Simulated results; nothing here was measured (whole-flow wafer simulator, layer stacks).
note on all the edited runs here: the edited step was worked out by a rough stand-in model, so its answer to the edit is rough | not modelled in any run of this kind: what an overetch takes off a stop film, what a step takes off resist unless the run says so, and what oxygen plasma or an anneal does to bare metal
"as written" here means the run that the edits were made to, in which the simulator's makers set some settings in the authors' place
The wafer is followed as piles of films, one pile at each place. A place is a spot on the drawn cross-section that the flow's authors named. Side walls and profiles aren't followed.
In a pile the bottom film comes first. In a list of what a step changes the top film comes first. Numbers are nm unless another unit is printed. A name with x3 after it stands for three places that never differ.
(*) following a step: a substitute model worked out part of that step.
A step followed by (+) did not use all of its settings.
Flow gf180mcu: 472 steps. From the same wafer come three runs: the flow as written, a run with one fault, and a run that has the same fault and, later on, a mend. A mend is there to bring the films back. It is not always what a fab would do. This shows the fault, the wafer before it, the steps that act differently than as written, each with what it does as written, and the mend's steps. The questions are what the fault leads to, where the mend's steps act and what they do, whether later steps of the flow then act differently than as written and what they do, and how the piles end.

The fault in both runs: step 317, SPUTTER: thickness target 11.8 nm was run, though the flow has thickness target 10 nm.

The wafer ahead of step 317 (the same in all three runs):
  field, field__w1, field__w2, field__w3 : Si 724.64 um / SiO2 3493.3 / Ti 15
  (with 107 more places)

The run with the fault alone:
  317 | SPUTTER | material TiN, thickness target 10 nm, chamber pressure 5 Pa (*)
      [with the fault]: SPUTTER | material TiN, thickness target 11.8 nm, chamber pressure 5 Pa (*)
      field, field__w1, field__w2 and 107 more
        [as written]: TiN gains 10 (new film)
        [with the fault]: TiN gains 11.8 (new film)
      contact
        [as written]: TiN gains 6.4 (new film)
        [with the fault]: TiN gains 7.55 (new film)
  Later steps of the flow acting differently than as written (1 other step is not shown; it differs only slightly, by no more than 2% or 0.5 nm, whichever is larger):
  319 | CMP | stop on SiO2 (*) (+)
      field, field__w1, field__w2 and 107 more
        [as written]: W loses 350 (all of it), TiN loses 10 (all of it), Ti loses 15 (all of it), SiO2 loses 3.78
        [with the fault]: W loses 350 (all of it), TiN loses 11.8 (all of it), Ti loses 15 (all of it), SiO2 loses 3.8
  By the end, the piles at contact depart from the flow's by more than 2% or 0.5 nm, whichever is larger.
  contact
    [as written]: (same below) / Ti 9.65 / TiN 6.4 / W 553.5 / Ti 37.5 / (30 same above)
    [with the fault]: (same below) / Ti 9.65 / TiN 7.55 / W 552.3 / Ti 37.5 / (30 same above)

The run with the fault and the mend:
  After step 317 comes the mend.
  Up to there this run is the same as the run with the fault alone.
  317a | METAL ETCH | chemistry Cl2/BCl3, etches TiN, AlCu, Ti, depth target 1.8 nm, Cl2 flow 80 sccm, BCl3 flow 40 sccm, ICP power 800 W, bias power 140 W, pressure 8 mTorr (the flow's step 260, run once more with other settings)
      field, field__w1, field__w2 and 108 more
        TiN loses 1.8
  Every later step of the flow that is run acts as written, at every place that is followed, to within 2% or 0.5 nm, whichever is larger.
  By the end, the piles at contact depart from the flow's by more than 2% or 0.5 nm, whichever is larger.
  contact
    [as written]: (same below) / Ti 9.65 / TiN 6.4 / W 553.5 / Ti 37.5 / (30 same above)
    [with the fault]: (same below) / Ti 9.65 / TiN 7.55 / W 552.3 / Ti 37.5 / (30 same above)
    [with the mend]: (same below) / Ti 9.65 / TiN 5.75 / W 554.2 / Ti 37.5 / (30 same above)
